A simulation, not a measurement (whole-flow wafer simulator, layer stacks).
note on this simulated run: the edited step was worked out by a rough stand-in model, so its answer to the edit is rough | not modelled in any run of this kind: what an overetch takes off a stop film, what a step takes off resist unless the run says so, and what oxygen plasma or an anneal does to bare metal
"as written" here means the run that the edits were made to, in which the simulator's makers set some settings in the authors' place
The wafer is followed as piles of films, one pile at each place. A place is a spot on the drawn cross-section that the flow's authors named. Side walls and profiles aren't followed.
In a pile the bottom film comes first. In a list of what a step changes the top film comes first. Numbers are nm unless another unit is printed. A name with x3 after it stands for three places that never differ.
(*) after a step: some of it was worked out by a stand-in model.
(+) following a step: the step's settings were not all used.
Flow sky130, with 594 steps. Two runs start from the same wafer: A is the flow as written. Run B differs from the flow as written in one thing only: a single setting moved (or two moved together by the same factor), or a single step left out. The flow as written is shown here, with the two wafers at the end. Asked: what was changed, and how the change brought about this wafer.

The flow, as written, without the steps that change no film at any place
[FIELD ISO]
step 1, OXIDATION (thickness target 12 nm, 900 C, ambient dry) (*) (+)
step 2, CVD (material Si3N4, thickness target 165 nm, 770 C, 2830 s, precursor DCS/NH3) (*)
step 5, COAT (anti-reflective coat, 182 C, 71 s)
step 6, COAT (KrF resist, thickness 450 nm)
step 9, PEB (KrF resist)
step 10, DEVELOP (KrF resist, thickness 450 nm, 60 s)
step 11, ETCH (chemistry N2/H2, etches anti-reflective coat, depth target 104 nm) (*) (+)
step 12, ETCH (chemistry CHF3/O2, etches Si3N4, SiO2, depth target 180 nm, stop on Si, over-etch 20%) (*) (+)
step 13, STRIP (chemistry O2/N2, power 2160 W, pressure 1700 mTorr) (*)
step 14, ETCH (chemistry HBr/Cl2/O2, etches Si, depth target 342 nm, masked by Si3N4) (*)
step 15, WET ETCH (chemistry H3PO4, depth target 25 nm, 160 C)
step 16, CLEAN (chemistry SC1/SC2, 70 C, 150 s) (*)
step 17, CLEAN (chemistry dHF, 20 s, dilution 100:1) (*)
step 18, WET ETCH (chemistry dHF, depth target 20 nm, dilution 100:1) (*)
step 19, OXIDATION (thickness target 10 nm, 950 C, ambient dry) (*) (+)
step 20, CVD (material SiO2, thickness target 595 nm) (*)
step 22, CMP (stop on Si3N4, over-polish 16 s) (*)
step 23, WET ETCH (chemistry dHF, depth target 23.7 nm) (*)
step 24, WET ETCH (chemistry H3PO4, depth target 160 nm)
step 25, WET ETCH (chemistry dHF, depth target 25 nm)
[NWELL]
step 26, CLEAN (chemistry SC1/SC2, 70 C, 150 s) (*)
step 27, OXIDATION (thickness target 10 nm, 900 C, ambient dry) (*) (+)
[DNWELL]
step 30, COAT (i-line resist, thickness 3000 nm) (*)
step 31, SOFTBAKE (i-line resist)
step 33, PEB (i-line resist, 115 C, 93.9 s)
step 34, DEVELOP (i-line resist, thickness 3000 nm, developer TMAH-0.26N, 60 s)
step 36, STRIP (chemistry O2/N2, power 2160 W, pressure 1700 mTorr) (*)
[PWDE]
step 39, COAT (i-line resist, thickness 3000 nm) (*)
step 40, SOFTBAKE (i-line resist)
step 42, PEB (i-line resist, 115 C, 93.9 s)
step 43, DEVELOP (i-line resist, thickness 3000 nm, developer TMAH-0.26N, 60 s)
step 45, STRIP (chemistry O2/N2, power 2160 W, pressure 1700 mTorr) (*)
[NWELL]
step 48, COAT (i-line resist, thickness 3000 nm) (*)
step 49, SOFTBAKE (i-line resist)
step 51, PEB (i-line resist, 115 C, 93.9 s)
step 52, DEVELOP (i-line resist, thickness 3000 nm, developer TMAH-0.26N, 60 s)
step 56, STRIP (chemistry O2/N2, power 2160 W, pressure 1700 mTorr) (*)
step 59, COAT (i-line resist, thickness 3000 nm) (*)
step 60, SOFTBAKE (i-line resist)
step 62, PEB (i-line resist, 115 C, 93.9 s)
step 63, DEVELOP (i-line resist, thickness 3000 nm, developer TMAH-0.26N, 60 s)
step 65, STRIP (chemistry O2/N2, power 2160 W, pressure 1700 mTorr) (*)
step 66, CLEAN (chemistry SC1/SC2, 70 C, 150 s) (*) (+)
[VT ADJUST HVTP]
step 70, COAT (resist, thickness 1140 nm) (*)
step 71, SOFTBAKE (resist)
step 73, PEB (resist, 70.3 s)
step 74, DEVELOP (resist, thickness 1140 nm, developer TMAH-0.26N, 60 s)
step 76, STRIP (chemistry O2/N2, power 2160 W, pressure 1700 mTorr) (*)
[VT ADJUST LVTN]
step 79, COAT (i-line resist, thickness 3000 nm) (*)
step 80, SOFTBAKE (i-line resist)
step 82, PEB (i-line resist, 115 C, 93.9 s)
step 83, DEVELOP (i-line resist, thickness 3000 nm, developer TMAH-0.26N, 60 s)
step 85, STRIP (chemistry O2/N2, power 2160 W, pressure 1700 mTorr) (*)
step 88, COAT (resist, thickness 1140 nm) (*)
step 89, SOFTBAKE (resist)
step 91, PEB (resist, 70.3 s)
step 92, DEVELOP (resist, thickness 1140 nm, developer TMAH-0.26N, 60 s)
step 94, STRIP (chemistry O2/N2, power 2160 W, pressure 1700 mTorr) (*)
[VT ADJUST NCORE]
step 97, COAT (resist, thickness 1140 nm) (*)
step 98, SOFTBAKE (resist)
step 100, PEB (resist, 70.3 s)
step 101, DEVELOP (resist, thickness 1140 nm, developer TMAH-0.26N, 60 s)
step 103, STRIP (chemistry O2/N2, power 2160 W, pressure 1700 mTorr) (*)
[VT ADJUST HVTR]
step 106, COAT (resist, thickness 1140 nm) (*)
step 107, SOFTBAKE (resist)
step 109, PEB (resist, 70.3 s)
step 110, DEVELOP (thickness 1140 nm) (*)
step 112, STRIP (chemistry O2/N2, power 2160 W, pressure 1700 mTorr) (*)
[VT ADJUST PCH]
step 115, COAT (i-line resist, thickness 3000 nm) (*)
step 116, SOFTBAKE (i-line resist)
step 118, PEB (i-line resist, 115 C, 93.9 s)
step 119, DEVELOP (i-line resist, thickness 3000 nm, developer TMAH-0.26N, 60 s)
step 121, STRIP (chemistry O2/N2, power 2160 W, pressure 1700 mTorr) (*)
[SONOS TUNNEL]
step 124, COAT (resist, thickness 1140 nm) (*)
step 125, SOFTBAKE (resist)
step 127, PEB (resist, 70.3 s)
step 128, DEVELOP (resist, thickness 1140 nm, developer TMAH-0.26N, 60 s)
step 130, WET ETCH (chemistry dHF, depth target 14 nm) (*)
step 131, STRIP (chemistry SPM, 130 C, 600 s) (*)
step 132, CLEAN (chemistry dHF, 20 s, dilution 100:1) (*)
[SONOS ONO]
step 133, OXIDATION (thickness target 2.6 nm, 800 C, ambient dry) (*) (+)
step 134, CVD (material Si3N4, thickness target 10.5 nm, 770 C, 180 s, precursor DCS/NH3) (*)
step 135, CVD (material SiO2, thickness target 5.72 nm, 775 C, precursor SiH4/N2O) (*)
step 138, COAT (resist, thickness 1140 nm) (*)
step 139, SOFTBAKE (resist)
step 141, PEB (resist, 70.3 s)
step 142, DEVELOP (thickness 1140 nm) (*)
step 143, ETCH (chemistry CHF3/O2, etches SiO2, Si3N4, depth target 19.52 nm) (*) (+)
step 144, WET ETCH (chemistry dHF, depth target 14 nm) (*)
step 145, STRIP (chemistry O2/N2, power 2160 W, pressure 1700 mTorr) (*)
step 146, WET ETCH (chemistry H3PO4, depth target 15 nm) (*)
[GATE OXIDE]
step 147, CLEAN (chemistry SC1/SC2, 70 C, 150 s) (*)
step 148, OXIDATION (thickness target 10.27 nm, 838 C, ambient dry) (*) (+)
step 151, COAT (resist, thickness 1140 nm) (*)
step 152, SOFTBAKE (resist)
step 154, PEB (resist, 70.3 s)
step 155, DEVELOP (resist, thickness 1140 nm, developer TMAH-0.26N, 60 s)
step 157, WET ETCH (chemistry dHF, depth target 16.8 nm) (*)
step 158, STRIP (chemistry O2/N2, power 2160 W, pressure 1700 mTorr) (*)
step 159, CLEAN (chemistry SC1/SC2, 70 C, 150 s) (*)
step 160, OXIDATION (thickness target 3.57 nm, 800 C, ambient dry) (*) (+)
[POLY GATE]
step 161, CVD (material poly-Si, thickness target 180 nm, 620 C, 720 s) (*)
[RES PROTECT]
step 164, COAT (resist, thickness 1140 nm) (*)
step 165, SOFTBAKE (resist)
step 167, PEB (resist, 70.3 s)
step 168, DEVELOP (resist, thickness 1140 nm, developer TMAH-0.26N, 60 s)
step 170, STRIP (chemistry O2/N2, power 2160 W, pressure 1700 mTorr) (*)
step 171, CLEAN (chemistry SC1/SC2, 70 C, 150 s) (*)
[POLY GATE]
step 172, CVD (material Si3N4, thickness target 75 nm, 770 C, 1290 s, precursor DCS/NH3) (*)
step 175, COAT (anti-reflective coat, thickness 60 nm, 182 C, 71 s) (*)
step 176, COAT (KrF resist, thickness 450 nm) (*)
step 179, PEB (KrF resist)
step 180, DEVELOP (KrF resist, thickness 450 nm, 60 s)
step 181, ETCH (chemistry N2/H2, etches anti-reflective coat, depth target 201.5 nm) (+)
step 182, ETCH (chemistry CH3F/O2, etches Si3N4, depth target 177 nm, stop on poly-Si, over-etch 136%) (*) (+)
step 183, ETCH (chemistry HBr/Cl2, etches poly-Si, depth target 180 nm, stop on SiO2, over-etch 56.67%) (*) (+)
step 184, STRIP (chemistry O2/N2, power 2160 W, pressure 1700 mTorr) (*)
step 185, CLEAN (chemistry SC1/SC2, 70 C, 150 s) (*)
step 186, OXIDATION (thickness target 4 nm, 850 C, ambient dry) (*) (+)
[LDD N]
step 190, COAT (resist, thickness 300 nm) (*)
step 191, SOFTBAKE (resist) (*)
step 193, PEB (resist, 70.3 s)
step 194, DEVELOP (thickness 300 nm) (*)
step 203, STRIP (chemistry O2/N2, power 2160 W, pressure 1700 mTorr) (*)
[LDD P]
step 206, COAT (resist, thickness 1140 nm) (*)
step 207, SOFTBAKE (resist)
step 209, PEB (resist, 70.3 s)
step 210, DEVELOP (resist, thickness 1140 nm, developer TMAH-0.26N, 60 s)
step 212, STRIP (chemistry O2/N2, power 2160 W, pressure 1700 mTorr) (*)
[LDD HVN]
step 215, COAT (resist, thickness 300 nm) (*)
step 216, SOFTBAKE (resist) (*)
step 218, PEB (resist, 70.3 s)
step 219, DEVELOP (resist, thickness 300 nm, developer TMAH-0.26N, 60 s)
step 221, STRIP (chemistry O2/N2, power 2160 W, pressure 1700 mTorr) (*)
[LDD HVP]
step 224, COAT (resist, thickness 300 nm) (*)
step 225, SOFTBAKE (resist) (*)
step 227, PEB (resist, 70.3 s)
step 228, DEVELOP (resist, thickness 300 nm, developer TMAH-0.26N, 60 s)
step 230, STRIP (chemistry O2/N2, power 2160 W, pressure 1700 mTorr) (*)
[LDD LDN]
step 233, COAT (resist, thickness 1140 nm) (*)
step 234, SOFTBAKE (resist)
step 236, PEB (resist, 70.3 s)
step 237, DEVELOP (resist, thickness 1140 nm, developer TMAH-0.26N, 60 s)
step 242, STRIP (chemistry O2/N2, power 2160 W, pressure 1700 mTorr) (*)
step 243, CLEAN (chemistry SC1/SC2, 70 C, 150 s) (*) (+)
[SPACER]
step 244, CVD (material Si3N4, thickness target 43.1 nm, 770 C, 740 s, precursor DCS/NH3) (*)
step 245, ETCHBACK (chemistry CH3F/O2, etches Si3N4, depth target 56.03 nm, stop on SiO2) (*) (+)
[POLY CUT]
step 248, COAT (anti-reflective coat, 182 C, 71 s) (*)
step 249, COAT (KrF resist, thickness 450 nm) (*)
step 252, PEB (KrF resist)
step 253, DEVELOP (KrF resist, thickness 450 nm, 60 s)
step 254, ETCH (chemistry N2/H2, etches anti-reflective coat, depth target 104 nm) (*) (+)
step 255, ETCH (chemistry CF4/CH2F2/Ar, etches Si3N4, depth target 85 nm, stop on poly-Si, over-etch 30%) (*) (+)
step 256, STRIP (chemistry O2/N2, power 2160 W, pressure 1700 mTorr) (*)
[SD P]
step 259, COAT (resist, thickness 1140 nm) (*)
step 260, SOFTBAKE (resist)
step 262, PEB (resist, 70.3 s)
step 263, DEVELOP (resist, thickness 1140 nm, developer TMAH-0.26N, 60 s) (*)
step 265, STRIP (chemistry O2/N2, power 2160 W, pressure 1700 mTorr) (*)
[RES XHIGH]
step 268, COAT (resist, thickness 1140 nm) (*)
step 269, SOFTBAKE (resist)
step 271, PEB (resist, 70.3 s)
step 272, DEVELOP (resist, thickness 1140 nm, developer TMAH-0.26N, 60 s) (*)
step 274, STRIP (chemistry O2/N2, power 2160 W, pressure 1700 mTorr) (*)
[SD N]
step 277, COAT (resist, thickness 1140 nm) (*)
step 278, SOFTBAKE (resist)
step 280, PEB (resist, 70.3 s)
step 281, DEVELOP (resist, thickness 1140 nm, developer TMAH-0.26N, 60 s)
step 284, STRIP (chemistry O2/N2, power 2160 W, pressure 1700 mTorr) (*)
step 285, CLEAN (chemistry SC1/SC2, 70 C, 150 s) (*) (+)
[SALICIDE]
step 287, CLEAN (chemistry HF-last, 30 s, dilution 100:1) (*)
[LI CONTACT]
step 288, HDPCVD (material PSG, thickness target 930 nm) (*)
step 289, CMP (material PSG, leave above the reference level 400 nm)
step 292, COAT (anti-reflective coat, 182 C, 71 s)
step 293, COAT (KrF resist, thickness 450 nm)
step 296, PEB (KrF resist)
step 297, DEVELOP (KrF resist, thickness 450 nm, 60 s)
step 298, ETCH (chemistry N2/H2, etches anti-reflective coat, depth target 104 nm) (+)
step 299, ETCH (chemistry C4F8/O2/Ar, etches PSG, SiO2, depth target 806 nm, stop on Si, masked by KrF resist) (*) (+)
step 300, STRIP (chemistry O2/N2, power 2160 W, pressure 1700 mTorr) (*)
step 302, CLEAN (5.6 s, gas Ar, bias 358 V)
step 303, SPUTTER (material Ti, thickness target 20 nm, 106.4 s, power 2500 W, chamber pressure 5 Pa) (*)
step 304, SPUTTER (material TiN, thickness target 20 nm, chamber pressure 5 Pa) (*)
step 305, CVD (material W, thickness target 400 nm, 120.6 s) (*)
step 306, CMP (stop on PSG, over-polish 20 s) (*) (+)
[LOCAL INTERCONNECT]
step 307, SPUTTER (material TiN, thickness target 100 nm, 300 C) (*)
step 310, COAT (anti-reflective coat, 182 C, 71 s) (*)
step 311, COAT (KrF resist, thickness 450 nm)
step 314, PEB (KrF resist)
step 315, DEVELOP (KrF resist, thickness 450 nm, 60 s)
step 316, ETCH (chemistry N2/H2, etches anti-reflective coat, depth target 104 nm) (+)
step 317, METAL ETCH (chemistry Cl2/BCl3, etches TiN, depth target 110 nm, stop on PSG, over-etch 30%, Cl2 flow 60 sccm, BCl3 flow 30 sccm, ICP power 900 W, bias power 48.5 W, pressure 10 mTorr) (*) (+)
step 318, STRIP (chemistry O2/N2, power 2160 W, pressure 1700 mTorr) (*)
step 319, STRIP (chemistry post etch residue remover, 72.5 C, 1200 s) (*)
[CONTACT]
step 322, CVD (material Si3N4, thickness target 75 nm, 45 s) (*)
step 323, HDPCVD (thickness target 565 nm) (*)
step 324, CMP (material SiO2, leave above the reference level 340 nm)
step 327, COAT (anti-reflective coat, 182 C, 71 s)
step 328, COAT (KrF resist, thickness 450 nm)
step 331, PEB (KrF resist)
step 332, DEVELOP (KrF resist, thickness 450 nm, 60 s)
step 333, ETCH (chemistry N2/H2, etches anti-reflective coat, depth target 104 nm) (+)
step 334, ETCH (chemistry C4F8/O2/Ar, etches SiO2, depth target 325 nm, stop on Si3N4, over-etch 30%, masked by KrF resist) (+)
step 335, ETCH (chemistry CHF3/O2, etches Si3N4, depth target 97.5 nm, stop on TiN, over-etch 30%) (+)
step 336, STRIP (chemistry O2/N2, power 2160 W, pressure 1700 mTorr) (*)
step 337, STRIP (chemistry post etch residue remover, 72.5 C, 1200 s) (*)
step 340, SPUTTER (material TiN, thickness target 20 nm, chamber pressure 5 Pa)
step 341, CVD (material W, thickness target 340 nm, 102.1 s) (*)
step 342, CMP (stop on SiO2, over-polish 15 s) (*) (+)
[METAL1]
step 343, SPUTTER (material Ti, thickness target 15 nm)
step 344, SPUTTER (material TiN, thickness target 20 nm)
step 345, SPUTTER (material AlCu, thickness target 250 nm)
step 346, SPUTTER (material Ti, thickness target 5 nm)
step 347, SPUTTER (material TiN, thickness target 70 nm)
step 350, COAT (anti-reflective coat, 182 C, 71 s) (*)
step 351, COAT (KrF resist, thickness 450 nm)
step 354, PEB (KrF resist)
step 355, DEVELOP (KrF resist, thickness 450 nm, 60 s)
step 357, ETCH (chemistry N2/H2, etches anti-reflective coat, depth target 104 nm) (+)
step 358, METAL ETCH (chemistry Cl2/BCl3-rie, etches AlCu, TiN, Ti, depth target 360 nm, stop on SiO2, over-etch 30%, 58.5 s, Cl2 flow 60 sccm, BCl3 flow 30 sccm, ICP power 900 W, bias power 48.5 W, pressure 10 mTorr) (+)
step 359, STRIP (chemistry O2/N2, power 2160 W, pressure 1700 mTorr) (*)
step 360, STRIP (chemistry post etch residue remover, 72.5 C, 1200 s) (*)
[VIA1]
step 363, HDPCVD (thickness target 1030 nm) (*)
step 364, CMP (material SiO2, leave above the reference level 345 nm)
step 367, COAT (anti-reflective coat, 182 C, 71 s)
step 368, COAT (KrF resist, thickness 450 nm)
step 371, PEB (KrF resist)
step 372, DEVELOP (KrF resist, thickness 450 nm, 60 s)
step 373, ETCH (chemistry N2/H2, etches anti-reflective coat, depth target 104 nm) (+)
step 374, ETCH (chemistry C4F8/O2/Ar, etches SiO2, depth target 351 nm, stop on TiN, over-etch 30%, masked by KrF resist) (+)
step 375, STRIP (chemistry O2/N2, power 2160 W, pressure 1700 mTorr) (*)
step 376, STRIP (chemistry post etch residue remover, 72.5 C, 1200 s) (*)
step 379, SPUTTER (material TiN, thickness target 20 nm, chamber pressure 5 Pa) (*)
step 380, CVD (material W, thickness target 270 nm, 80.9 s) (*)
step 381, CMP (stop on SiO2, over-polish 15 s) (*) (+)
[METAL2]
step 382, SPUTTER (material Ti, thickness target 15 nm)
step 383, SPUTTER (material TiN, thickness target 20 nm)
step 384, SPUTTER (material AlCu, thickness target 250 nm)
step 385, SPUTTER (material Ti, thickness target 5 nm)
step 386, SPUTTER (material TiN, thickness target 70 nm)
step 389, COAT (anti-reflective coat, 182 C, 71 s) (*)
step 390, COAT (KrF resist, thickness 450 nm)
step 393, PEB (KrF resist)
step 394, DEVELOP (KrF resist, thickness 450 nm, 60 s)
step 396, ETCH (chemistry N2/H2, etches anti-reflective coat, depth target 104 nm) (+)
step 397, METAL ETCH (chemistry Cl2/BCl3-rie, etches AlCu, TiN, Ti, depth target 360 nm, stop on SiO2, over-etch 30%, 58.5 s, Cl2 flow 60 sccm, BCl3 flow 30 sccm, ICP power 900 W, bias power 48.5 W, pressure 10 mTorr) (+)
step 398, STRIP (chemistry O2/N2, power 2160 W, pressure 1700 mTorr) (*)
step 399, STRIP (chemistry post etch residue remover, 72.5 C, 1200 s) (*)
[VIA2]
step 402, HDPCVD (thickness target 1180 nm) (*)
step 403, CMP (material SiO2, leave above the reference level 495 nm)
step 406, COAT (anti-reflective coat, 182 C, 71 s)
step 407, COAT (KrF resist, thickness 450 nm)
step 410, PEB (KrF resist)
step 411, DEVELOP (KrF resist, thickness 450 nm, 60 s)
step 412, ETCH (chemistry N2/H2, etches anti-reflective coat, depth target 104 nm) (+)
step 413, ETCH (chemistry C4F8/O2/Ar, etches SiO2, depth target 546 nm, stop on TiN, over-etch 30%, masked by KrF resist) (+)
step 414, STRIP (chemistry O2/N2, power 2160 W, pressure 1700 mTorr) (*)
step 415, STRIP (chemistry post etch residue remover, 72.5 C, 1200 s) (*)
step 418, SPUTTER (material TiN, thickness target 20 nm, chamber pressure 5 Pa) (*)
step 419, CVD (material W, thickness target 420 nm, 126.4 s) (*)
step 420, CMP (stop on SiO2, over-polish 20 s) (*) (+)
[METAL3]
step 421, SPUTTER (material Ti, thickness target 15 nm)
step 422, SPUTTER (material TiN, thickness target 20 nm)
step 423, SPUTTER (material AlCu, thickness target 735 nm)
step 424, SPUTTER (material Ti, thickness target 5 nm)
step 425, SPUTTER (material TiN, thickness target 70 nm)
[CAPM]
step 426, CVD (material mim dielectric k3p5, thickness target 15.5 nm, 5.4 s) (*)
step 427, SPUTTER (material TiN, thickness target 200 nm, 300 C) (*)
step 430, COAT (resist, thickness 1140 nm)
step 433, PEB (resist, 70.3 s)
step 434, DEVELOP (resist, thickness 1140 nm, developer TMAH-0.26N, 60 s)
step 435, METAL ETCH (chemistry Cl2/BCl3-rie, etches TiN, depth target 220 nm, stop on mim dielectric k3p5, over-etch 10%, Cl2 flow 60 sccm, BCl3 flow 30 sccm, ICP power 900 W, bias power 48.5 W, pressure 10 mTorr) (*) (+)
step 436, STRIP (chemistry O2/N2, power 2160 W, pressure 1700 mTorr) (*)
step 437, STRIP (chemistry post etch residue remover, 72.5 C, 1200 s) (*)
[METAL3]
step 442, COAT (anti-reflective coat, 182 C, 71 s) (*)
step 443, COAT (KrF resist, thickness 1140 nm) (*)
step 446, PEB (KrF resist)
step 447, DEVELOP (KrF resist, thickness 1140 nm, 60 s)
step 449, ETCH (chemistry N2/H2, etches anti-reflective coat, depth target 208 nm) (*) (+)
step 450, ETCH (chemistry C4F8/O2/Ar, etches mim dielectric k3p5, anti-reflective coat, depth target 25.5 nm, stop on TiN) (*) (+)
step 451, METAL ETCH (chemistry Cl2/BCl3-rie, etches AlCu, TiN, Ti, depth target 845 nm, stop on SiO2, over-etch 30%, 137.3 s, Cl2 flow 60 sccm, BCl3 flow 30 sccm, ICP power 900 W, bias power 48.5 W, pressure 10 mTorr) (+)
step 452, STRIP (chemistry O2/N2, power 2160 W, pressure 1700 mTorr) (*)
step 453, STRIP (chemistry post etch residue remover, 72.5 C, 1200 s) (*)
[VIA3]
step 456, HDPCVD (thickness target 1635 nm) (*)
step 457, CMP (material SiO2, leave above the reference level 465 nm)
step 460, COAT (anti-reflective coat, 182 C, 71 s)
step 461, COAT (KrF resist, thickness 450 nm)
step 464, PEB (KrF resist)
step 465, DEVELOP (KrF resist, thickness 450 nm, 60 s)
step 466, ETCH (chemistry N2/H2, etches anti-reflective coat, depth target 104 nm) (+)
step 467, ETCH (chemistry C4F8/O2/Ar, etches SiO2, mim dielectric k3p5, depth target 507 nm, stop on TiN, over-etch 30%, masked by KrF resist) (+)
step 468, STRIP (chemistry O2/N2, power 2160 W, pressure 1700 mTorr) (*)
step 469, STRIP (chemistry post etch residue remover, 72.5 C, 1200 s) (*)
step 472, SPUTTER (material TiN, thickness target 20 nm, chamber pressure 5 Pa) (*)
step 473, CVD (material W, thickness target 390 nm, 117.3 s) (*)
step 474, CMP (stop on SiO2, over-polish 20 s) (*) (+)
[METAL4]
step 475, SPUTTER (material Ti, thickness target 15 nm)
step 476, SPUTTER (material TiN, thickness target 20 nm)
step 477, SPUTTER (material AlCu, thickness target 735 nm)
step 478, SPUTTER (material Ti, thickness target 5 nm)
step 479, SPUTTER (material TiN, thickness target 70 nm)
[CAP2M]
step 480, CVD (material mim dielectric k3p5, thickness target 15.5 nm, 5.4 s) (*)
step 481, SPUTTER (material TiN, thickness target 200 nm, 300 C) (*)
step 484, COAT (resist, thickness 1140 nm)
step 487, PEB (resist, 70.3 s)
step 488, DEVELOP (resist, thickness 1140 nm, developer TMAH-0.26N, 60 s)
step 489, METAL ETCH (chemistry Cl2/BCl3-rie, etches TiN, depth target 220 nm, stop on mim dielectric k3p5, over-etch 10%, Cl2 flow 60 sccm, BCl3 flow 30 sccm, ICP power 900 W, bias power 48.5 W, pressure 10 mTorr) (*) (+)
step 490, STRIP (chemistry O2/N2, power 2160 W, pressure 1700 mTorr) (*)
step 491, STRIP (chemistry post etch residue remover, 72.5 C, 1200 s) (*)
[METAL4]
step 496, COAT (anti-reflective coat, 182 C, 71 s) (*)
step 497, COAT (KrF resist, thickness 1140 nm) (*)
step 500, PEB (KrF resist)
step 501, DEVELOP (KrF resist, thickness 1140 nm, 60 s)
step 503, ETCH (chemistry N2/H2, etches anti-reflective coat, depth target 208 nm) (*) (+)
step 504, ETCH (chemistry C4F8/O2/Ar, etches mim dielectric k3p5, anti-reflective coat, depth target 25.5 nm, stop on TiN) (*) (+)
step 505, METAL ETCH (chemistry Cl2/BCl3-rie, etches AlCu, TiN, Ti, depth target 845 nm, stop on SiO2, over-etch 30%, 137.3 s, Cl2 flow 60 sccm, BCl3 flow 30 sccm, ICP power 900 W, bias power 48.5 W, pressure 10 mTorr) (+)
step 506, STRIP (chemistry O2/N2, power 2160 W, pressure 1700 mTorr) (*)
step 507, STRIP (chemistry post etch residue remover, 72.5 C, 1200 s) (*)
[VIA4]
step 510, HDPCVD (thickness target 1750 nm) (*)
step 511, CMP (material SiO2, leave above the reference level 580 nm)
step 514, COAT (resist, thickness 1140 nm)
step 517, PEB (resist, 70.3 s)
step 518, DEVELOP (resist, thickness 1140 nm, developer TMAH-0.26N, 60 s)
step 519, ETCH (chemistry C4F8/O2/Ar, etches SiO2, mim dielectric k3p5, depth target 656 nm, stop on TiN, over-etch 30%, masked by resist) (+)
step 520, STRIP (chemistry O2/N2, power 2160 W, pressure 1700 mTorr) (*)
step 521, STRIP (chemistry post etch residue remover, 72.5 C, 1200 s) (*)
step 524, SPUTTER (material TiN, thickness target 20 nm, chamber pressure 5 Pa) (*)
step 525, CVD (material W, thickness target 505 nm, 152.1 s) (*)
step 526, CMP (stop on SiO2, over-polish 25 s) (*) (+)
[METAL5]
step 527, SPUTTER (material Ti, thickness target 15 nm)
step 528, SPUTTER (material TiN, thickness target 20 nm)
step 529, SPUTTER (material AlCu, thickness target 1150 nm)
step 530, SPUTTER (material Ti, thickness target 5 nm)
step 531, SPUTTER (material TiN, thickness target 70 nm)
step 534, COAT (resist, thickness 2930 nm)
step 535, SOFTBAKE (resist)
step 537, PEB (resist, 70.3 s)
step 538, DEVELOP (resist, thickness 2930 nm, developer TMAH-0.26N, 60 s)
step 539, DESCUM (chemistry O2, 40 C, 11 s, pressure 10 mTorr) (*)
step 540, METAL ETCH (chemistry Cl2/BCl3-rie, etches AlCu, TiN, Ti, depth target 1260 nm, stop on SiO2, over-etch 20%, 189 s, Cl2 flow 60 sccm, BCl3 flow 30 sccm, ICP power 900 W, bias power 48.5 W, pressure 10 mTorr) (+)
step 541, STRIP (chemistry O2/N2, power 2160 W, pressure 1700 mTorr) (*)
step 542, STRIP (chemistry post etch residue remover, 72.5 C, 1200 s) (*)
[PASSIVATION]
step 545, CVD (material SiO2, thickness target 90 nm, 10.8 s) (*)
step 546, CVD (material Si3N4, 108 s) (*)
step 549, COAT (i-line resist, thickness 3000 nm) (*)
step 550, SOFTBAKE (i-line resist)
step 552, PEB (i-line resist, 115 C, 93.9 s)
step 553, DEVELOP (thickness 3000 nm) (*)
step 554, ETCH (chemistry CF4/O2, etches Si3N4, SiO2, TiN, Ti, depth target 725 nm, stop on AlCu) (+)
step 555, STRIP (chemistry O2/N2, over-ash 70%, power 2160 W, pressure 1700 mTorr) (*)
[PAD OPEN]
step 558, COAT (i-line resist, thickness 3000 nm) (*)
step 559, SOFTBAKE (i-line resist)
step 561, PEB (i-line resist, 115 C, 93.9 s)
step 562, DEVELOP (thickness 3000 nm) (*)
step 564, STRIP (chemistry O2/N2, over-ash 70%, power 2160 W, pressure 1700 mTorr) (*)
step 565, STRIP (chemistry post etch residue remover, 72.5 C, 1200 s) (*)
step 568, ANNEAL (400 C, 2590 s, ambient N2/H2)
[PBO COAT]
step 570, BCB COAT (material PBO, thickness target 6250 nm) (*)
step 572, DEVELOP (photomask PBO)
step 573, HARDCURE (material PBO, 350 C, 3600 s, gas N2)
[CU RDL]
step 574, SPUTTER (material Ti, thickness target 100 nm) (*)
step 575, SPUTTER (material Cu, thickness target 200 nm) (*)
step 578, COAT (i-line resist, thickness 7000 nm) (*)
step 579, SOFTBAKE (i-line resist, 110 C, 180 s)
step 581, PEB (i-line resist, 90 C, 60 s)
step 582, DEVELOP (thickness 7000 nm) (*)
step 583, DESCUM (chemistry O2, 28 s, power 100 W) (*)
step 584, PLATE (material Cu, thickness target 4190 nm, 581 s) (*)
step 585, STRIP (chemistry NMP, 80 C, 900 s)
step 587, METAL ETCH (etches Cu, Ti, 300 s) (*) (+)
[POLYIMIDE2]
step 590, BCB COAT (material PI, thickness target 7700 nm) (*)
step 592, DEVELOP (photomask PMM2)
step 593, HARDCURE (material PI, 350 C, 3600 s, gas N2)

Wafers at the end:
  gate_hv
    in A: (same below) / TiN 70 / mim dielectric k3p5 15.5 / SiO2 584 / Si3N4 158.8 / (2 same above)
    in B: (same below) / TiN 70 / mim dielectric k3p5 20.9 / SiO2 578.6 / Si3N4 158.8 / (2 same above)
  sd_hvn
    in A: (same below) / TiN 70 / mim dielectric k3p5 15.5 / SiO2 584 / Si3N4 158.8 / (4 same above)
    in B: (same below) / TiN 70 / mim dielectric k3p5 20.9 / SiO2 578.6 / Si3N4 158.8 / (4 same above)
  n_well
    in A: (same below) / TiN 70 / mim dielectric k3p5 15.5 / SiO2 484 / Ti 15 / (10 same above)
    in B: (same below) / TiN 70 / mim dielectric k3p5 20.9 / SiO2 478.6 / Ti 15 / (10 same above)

What caused this: step 480, CVD: thickness target 20.9 nm was run, though the flow has thickness target 15.5 nm; step 480, CVD: 7.29 s was run, where the flow has 5.4 s.
One can read it off the wafer: gate_hv has mim dielectric k3p5 20.9, and step 480 as written asks for 15.5 nm.

Step by step, how the change led to this:
  step 480, CVD (material mim dielectric k3p5, thickness target 15.5 nm, 5.4 s) (*)
      field, active, n_well and 189 more: A +15.5 mim dielectric k3p5 (new film) | B +20.9 mim dielectric k3p5 (new film)
  step 504, ETCH (chemistry C4F8/O2/Ar, etches mim dielectric k3p5, anti-reflective coat, depth target 25.5 nm, stop on TiN) (*) (+)
      n_well, p_well, gate_hv and 102 more: A -15.5 KrF resist | B -17 KrF resist
      field, active, gate and 85 more: A -15.5 mim dielectric k3p5 (all of it) | B -20.9 mim dielectric k3p5 (all of it)
  step 519, ETCH (chemistry C4F8/O2/Ar, etches SiO2, mim dielectric k3p5, depth target 656 nm, stop on TiN, over-etch 30%, masked by resist) (+)
      m1: A -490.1 SiO2 (all of it), -15.5 mim dielectric k3p5 (all of it) | B -484.7 SiO2 (all of it), -20.9 mim dielectric k3p5 (all of it)
      via4_hole: A -489.5 SiO2 (all of it), -15.5 mim dielectric k3p5 (all of it) | B -484.1 SiO2 (all of it), -20.9 mim dielectric k3p5 (all of it)
